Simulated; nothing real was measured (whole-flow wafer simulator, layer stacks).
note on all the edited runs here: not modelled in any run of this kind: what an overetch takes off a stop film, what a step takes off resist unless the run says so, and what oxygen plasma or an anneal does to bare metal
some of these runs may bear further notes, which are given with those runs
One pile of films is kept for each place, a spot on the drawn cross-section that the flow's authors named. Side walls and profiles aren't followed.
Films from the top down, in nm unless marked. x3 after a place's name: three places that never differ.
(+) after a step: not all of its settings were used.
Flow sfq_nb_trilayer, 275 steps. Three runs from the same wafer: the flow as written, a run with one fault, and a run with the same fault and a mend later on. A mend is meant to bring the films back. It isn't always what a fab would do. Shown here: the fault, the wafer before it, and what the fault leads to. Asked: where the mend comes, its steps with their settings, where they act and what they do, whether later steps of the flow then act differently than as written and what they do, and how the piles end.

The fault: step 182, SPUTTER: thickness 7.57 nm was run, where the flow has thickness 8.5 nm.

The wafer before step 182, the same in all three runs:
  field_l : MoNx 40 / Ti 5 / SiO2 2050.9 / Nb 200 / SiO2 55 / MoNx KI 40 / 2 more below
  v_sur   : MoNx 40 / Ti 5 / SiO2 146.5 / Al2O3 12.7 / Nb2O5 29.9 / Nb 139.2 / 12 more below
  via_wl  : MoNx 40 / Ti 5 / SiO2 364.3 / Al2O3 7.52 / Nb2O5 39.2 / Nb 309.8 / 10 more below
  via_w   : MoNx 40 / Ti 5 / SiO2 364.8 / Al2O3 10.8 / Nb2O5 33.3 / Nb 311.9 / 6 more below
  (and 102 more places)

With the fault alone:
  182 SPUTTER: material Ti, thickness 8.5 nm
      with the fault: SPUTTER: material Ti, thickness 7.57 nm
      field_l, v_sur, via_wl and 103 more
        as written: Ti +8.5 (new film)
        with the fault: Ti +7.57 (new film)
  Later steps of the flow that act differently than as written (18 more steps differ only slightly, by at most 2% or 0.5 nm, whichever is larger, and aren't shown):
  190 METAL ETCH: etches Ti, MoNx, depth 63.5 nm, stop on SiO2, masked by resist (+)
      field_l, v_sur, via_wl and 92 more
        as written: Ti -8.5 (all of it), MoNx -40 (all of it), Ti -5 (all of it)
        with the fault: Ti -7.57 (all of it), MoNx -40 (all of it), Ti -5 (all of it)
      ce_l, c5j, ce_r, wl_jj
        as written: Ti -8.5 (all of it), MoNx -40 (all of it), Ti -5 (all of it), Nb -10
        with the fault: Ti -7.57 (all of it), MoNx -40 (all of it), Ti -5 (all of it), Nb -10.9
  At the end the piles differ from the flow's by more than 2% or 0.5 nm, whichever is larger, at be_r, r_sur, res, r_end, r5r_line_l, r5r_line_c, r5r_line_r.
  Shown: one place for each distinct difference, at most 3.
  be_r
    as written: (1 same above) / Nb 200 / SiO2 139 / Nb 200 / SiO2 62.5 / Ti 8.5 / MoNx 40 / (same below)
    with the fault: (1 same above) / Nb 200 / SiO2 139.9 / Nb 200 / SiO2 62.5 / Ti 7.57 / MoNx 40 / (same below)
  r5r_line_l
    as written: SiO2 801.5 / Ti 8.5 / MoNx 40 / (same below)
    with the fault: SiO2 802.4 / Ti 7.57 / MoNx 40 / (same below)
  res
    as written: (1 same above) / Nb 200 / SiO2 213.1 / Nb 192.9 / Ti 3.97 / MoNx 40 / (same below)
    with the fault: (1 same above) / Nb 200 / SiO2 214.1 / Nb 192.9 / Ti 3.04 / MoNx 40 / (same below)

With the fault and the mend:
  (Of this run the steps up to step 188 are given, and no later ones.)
  The mend comes after step 182.
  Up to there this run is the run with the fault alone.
  182a SPUTTER: material Ti, thickness 0.93 nm (the flow's step 182 once more, with other settings)
      field_l, v_sur, via_wl and 103 more
        Ti +0.93
  No later step of the flow up to step 188 acts differently than as written at any place that is followed.
  After step 188 the piles are the same as the flow's at every place that both follow.
